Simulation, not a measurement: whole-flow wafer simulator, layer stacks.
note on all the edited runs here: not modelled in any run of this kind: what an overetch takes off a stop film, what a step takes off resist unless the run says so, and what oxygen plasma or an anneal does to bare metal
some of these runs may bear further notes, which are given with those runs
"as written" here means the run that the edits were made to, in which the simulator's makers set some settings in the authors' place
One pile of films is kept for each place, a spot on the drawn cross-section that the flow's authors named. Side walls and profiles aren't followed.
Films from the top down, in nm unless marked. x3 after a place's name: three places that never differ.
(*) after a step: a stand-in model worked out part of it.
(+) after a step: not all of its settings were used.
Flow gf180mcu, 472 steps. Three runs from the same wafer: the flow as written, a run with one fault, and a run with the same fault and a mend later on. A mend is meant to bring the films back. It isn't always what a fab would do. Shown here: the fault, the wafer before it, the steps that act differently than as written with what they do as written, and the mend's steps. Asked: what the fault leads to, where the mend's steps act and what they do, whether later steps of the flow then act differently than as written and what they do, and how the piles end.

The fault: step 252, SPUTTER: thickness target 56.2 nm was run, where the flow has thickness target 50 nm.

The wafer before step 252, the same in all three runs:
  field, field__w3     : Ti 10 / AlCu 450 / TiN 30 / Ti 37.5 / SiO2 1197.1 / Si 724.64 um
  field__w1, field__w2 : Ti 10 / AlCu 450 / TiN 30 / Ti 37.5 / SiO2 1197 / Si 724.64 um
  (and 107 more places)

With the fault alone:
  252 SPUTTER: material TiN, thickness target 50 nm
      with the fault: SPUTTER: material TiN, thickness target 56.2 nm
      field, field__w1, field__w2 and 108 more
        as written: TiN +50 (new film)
        with the fault: TiN +56.2 (new film)
  Later steps of the flow that act differently than as written (5 more steps differ only slightly, by at most 2% or 0.5 nm, whichever is larger, and aren't shown):
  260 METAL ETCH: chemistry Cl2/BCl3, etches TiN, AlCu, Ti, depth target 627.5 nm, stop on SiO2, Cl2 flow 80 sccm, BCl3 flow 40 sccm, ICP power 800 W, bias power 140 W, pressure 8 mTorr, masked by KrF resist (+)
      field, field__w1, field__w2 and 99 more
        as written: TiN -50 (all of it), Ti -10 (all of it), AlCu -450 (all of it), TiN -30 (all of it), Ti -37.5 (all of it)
        with the fault: TiN -56.2 (all of it), Ti -10 (all of it), AlCu -450 (all of it), TiN -30 (all of it), Ti -37.5 (all of it)
  At the end the piles differ from the flow's by more than 2% or 0.5 nm, whichever is larger, at field__w8, contact, m1 and 6 more.
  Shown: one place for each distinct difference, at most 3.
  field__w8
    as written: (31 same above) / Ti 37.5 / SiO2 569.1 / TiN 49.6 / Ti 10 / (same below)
    with the fault: (31 same above) / Ti 37.5 / SiO2 562.9 / TiN 55.8 / Ti 10 / (same below)
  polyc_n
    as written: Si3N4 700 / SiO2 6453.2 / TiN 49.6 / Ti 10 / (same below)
    with the fault: Si3N4 700 / SiO2 6447 / TiN 55.8 / Ti 10 / (same below)
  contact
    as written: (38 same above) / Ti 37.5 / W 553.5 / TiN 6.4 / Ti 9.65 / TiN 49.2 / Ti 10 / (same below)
    with the fault: (38 same above) / Ti 37.5 / W 547.2 / TiN 6.43 / Ti 9.69 / TiN 55.4 / Ti 10 / (same below)

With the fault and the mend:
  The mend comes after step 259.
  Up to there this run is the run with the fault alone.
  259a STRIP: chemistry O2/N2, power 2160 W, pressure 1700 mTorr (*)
      field__w8, contact, m1 and 6 more
        KrF resist -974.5 (all of it)
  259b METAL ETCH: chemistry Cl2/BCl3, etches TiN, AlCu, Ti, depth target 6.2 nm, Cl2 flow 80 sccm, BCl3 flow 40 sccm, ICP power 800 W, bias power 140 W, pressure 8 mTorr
      field, field__w1, field__w2 and 108 more
        TiN -6.2
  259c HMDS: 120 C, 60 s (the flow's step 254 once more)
      changes no film at any place that is followed
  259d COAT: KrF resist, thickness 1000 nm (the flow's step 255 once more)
      field, field__w1, field__w2 and 108 more
        KrF resist +1000 (new film)
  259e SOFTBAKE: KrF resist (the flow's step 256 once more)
      changes no film at any place that is followed
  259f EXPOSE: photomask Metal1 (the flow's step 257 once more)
      changes no film at any place that is followed
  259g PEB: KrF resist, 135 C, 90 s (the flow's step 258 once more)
      field, field__w1, field__w2 and 108 more
        KrF resist -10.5
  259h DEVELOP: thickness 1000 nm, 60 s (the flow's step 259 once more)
      field, field__w1, field__w2 and 99 more
        KrF resist -989.5 (all of it)
      field__w8, contact, m1 and 6 more
        KrF resist -14.9
  No later step of the flow acts differently than as written at any place that is followed.
  At the end the piles are the same as the flow's at every place that both follow.
